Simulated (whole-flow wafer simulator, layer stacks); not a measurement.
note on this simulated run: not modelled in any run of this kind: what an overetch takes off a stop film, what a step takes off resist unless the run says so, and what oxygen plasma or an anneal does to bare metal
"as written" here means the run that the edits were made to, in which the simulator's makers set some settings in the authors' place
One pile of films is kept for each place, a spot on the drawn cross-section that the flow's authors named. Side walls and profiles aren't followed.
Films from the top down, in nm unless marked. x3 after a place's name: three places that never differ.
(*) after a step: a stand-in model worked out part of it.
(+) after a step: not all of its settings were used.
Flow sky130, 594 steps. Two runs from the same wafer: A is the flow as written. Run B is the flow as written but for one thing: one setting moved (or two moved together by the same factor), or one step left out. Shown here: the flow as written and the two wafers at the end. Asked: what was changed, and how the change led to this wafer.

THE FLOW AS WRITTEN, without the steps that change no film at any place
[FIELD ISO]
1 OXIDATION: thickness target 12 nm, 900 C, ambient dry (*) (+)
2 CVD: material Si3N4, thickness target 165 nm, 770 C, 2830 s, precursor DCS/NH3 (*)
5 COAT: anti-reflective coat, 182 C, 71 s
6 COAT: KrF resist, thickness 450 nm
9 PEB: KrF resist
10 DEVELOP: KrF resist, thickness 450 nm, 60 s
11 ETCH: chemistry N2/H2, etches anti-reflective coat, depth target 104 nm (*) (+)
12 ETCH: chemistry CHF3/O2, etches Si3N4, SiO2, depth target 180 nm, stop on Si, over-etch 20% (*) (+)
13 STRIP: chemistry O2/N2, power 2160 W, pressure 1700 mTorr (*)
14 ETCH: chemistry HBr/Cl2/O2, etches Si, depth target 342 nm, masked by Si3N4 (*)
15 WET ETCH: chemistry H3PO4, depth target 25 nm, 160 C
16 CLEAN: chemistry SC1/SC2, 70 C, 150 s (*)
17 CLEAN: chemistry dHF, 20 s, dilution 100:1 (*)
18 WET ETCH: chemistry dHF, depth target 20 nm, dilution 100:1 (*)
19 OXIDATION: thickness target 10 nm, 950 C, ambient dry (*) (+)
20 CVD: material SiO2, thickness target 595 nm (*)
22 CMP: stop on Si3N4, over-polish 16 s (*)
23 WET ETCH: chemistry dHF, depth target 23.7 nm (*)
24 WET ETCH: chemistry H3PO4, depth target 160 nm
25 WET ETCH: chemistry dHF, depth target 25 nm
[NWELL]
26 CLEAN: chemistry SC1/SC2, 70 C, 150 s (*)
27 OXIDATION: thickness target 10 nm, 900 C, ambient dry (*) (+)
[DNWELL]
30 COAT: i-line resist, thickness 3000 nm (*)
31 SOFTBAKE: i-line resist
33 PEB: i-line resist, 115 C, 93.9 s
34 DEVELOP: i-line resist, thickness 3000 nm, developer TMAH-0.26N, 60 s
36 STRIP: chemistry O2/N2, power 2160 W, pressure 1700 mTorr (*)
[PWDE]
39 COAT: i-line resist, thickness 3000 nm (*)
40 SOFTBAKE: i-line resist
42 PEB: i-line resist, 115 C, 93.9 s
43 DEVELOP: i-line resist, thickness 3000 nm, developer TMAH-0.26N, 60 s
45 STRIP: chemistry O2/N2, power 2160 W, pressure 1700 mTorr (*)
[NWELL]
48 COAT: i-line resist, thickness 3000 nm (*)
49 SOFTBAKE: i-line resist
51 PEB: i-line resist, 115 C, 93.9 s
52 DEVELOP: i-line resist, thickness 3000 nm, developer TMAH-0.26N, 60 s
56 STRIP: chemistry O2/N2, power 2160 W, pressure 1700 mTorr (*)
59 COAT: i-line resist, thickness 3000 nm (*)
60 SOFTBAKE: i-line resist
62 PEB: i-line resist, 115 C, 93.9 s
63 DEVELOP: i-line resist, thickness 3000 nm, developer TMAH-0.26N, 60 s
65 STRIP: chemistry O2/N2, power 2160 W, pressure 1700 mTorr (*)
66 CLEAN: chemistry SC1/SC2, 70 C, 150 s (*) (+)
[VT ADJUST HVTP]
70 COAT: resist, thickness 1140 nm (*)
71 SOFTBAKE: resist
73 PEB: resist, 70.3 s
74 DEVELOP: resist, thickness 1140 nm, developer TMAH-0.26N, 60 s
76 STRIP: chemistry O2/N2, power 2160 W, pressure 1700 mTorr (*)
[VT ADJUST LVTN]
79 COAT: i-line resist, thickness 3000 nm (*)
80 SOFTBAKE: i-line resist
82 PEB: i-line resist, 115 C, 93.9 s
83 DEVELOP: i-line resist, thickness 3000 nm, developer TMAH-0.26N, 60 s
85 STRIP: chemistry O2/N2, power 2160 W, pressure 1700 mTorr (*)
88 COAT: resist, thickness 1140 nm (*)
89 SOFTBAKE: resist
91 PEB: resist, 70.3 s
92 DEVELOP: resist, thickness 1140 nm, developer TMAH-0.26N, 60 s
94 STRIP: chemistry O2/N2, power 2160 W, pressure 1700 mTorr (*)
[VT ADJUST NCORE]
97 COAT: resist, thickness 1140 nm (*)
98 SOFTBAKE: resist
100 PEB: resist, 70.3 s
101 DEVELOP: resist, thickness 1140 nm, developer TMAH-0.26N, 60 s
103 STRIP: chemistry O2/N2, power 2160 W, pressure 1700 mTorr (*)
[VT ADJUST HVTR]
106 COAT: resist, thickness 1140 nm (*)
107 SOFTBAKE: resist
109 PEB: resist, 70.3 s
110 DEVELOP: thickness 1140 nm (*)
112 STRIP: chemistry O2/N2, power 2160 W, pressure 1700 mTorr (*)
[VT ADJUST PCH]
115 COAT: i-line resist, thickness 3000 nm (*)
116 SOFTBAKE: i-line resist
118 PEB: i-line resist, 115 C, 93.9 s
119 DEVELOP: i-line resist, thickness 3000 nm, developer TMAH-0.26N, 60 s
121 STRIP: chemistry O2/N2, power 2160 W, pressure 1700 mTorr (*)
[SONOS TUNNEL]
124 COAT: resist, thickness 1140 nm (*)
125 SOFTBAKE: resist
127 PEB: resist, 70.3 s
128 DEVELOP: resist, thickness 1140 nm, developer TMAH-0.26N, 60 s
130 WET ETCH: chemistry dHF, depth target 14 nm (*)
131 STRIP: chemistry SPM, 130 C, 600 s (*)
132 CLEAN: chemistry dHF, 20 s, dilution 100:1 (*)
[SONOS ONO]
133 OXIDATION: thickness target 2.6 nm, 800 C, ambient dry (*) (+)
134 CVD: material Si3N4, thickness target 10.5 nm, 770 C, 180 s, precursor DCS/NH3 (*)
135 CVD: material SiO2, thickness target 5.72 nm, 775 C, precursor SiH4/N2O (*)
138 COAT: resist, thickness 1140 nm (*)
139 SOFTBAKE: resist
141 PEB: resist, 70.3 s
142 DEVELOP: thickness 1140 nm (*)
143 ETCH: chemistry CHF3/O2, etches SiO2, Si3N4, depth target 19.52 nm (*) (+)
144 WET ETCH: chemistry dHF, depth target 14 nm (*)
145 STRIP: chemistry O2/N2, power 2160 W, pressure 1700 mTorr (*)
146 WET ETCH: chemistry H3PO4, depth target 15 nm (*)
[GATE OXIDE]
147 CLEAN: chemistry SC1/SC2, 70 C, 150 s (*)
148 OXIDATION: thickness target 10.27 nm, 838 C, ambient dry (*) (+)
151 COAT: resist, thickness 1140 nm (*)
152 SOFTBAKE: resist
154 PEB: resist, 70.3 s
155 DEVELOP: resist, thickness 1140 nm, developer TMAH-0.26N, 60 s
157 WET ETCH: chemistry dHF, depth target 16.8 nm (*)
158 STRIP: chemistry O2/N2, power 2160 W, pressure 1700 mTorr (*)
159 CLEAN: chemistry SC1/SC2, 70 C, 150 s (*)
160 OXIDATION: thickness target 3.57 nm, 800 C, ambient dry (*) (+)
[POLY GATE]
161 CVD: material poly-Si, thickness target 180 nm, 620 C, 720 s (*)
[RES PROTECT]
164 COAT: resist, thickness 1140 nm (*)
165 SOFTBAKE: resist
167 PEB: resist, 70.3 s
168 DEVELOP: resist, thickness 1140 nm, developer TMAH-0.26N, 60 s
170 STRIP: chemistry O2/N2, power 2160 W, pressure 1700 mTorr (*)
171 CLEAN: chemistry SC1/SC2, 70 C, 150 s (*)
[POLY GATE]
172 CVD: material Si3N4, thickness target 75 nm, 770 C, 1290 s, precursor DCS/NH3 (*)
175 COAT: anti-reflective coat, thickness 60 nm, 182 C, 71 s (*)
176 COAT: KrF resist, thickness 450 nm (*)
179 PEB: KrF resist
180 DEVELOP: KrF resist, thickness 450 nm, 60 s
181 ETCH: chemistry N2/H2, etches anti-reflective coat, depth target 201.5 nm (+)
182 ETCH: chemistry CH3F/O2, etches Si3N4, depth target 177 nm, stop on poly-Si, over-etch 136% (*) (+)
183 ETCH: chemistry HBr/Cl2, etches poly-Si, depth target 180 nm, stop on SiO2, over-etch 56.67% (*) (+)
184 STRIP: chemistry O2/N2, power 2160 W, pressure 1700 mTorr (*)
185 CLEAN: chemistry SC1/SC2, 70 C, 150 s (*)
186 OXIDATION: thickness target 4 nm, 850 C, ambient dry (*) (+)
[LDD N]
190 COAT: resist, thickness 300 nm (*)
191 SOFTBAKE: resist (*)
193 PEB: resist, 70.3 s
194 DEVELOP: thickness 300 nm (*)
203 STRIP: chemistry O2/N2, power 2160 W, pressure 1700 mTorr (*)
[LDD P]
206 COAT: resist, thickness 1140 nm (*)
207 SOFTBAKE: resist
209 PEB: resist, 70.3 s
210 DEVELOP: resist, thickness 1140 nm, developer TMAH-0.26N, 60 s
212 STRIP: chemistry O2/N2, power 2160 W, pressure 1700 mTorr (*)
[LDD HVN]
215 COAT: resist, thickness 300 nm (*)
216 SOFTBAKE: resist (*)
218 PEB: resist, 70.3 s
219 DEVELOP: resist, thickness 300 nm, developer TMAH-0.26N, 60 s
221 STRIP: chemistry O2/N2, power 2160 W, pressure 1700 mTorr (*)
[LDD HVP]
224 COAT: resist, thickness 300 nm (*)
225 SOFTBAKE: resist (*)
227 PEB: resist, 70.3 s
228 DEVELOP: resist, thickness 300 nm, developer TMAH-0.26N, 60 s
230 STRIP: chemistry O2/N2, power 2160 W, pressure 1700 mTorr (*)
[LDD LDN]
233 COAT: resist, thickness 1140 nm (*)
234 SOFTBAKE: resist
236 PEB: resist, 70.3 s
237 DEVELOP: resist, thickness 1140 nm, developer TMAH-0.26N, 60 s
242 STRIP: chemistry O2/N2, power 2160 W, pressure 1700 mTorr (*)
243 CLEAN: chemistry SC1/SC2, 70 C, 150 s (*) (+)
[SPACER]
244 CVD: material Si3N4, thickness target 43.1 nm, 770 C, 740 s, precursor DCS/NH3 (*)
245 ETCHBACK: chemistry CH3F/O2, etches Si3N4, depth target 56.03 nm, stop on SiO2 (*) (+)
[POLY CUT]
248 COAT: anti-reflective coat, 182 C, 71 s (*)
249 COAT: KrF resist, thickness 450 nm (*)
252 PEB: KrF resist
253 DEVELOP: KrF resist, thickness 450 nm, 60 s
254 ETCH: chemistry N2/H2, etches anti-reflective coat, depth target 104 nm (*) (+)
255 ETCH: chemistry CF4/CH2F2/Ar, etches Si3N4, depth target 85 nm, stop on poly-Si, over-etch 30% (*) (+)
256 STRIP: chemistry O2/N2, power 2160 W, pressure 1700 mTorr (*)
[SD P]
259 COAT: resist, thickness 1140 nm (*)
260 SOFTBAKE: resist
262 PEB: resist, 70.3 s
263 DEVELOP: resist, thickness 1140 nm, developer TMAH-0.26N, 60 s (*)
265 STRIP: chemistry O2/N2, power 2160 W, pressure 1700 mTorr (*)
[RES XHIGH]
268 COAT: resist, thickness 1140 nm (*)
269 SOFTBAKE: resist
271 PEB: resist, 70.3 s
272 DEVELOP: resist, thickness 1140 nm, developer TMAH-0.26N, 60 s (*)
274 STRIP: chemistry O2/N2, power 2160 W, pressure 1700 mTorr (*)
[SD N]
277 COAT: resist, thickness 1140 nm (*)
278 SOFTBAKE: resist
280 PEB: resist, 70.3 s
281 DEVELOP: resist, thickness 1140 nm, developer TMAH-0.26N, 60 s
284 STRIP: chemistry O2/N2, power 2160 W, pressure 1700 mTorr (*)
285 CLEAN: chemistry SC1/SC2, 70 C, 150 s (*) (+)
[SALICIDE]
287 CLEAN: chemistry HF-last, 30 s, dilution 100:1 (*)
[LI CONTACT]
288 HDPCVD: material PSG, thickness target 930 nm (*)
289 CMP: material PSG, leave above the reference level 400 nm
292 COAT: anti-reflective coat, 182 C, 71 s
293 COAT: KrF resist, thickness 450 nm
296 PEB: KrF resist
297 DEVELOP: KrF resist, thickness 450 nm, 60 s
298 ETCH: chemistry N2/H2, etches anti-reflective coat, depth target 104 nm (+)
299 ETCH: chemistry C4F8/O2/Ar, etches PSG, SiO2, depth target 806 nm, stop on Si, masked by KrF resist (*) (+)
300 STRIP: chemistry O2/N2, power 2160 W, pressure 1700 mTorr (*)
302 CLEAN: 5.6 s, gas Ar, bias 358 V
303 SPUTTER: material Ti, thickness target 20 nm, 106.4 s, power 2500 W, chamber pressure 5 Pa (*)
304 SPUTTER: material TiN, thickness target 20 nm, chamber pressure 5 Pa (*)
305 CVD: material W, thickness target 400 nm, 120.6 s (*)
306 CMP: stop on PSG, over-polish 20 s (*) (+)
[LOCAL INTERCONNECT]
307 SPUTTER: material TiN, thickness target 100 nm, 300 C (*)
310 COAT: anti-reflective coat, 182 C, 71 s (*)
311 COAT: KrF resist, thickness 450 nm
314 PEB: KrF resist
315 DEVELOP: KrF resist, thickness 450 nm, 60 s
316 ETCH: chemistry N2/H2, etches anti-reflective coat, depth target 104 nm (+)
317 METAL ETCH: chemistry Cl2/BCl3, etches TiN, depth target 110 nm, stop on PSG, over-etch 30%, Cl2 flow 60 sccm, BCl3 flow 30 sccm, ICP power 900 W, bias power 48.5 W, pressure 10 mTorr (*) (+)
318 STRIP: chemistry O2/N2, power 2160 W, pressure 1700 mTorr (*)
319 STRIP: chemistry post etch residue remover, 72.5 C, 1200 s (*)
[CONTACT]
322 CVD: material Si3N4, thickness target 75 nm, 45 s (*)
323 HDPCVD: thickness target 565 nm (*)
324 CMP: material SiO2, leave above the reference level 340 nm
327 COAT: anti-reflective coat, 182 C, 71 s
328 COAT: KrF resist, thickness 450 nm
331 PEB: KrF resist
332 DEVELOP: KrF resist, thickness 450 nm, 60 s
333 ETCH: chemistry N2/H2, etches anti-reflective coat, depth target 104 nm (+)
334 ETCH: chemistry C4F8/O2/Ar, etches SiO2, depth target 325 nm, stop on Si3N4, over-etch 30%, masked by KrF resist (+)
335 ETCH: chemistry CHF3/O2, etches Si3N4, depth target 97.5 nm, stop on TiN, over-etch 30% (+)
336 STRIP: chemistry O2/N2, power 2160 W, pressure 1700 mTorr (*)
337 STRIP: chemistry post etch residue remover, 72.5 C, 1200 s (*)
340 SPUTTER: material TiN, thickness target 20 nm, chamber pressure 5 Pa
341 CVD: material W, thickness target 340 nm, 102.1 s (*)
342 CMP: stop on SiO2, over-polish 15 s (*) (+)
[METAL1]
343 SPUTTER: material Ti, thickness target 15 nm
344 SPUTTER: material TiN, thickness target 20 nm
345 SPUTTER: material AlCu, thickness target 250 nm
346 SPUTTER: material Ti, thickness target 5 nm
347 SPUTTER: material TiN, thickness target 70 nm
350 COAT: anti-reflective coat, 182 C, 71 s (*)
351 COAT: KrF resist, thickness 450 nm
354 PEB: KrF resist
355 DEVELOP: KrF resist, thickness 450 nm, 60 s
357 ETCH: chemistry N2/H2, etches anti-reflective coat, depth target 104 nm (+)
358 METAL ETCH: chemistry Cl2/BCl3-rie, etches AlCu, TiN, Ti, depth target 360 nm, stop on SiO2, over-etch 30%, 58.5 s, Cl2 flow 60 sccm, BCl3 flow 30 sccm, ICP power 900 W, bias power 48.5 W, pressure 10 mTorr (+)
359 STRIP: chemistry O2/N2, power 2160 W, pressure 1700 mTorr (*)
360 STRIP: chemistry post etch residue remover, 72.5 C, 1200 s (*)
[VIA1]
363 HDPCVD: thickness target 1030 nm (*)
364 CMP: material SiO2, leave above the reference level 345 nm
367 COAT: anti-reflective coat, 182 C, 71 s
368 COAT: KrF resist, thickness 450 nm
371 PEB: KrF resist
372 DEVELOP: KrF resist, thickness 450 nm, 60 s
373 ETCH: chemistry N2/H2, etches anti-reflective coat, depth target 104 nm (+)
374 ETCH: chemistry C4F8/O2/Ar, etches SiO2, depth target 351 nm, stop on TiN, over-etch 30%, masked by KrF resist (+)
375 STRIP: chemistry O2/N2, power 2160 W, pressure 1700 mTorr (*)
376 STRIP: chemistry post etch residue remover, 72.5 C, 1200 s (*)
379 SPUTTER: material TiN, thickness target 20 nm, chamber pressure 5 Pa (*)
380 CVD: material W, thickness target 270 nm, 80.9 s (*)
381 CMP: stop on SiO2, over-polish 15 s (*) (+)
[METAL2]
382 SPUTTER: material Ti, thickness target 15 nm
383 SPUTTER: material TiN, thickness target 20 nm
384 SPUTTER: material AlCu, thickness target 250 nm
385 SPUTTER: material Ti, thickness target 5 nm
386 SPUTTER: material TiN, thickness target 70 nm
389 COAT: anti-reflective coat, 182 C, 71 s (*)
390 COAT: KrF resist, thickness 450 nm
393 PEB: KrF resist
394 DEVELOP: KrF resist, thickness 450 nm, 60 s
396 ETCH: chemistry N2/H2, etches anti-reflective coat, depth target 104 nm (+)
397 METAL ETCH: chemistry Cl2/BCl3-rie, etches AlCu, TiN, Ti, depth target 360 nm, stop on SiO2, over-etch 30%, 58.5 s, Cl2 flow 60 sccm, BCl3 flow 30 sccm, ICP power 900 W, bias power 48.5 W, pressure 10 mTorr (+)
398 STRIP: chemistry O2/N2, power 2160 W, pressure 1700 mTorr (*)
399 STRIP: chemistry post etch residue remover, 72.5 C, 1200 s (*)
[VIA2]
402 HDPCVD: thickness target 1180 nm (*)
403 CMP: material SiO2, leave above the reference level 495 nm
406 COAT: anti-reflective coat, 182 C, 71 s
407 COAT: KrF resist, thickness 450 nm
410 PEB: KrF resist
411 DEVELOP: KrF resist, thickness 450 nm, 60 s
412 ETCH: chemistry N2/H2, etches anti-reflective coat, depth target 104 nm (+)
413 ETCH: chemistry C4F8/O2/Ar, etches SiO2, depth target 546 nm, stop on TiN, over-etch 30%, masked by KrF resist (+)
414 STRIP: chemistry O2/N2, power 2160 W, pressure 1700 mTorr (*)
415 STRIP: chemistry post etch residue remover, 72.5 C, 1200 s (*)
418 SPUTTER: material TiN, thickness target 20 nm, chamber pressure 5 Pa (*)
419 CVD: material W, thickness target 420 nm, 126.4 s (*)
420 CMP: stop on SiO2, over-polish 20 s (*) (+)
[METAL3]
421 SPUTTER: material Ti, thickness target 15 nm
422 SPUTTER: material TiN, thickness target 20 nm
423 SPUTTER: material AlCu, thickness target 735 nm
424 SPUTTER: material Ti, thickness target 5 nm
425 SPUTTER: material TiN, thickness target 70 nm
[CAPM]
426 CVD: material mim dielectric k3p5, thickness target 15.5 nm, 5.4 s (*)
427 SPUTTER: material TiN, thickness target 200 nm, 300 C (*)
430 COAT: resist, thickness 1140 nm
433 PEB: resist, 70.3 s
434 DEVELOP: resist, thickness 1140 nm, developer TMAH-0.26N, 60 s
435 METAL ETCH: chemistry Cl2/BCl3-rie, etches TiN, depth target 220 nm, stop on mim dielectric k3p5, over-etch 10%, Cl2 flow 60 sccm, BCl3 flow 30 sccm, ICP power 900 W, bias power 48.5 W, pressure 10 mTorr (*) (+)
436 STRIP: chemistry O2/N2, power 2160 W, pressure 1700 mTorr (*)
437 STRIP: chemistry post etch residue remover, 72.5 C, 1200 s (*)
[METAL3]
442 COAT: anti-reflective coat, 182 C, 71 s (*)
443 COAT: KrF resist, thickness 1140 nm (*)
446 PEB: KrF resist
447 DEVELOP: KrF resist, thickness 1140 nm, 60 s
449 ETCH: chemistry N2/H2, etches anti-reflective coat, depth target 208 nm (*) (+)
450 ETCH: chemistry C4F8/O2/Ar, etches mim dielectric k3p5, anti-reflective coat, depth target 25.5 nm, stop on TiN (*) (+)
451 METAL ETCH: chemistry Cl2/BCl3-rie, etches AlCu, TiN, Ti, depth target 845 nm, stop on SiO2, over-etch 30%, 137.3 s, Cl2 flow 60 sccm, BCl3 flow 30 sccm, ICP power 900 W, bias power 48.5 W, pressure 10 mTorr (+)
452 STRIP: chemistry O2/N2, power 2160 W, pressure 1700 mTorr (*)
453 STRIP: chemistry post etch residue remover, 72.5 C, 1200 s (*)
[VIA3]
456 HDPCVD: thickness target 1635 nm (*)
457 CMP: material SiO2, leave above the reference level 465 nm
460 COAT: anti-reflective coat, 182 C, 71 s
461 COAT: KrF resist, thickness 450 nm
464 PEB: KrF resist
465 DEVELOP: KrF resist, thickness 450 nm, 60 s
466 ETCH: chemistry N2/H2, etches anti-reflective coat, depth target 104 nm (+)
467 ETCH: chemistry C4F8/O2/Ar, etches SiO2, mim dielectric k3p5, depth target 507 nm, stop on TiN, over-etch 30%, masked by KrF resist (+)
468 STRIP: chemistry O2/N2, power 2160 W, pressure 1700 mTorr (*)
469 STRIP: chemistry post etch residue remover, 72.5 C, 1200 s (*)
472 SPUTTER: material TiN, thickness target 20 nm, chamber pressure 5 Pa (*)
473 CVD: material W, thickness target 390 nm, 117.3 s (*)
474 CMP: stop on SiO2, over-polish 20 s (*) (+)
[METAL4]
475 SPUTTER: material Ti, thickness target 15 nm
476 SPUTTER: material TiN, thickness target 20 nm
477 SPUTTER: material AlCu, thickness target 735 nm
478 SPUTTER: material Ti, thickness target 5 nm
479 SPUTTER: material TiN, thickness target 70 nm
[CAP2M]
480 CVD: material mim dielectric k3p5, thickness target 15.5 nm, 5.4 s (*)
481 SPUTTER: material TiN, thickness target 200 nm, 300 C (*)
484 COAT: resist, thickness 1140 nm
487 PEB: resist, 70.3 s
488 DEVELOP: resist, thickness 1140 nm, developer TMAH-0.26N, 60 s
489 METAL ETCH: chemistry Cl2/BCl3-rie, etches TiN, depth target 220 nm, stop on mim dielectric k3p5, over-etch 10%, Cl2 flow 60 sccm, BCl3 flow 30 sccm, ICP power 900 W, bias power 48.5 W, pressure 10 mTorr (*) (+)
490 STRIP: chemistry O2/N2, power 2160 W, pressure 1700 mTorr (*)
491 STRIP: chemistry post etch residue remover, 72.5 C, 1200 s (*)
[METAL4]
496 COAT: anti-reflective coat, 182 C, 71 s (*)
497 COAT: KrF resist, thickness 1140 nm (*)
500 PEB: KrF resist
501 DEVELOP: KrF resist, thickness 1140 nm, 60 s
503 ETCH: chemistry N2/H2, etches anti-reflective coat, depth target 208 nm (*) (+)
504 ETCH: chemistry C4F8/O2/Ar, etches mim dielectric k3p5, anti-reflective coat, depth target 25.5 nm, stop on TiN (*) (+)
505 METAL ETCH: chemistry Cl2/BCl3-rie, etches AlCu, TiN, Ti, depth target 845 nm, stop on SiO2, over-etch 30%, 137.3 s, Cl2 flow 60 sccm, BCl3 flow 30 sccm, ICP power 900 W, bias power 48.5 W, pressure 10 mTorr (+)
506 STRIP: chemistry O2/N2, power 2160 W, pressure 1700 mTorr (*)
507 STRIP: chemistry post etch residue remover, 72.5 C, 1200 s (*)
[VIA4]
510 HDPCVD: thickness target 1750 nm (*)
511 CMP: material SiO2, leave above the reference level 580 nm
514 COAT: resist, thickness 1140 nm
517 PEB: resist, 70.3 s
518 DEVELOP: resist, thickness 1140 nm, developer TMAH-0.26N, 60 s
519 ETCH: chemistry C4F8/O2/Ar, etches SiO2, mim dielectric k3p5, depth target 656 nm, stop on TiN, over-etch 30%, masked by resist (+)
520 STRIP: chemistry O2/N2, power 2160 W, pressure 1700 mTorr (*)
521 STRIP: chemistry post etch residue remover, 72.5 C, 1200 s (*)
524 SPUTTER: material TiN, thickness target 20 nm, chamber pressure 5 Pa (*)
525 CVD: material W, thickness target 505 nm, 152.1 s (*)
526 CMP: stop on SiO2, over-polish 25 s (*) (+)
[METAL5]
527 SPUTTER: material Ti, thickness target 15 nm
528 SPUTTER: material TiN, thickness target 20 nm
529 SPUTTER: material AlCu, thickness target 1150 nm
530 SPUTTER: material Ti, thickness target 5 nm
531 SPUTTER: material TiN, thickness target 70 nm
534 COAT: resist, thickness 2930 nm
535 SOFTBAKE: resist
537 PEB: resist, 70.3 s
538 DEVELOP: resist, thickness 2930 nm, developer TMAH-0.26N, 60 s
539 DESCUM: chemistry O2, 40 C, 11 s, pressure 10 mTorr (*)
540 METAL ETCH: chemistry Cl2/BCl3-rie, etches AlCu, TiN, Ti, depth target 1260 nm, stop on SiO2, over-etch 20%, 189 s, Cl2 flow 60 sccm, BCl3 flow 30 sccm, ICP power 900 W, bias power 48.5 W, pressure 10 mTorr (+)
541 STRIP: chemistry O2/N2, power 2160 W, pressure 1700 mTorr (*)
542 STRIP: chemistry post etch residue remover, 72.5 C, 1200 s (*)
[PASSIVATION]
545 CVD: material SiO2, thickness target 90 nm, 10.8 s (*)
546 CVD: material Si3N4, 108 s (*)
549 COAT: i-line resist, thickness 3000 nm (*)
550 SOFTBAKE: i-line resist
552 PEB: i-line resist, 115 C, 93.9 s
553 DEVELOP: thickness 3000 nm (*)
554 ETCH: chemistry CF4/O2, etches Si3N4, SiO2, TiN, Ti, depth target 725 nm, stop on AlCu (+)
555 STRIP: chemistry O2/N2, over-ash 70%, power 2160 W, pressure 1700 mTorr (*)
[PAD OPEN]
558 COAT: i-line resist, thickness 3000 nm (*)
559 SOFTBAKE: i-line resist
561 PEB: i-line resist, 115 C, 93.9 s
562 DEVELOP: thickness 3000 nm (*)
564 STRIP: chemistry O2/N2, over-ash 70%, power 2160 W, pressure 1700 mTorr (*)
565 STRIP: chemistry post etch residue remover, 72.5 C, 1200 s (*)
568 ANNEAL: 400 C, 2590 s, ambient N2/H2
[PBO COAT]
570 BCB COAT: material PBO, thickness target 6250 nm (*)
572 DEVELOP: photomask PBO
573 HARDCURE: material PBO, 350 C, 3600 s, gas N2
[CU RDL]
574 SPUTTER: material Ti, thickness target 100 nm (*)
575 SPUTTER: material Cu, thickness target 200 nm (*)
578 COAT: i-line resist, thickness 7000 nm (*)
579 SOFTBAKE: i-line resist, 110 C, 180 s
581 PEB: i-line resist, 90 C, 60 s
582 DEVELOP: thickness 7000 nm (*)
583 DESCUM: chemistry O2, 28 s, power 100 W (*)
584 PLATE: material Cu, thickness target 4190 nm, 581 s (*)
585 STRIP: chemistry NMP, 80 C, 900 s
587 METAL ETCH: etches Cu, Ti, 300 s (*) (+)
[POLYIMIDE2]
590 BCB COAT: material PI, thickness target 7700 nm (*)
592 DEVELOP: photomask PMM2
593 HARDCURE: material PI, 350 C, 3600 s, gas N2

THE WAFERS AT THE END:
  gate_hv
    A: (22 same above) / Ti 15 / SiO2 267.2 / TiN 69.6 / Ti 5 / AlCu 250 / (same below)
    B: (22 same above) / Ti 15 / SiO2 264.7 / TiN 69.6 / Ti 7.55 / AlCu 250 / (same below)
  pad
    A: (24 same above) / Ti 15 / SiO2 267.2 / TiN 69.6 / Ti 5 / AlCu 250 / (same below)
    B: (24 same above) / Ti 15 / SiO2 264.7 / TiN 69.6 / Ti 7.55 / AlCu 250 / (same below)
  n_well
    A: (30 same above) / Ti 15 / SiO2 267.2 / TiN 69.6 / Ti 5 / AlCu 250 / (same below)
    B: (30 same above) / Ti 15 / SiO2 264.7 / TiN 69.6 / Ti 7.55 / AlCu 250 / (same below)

The cause: step 346, SPUTTER: thickness target 7.55 nm was run, where the flow has thickness target 5 nm.
It can be read off the wafer: gate_hv has Ti 7.55, and step 346 as written asks for 5 nm.

How the change led to this, step by step:
  346 SPUTTER: material Ti, thickness target 5 nm
      field, active, n_well and 188 more: A Ti +5 (new film) | B Ti +7.55 (new film)
  358 METAL ETCH: chemistry Cl2/BCl3-rie, etches AlCu, TiN, Ti, depth target 360 nm, stop on SiO2, over-etch 30%, 58.5 s, Cl2 flow 60 sccm, BCl3 flow 30 sccm, ICP power 900 W, bias power 48.5 W, pressure 10 mTorr (+)
      field, active, gate and 81 more: A TiN -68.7 (all of it), Ti -5 (all of it), AlCu -250 (all of it), TiN -20 (all of it), Ti -15 (all of it), SiO2 -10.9 | B TiN -68.7 (all of it), Ti -7.55 (all of it), AlCu -250 (all of it), TiN -20 (all of it), Ti -15 (all of it), SiO2 -10.7
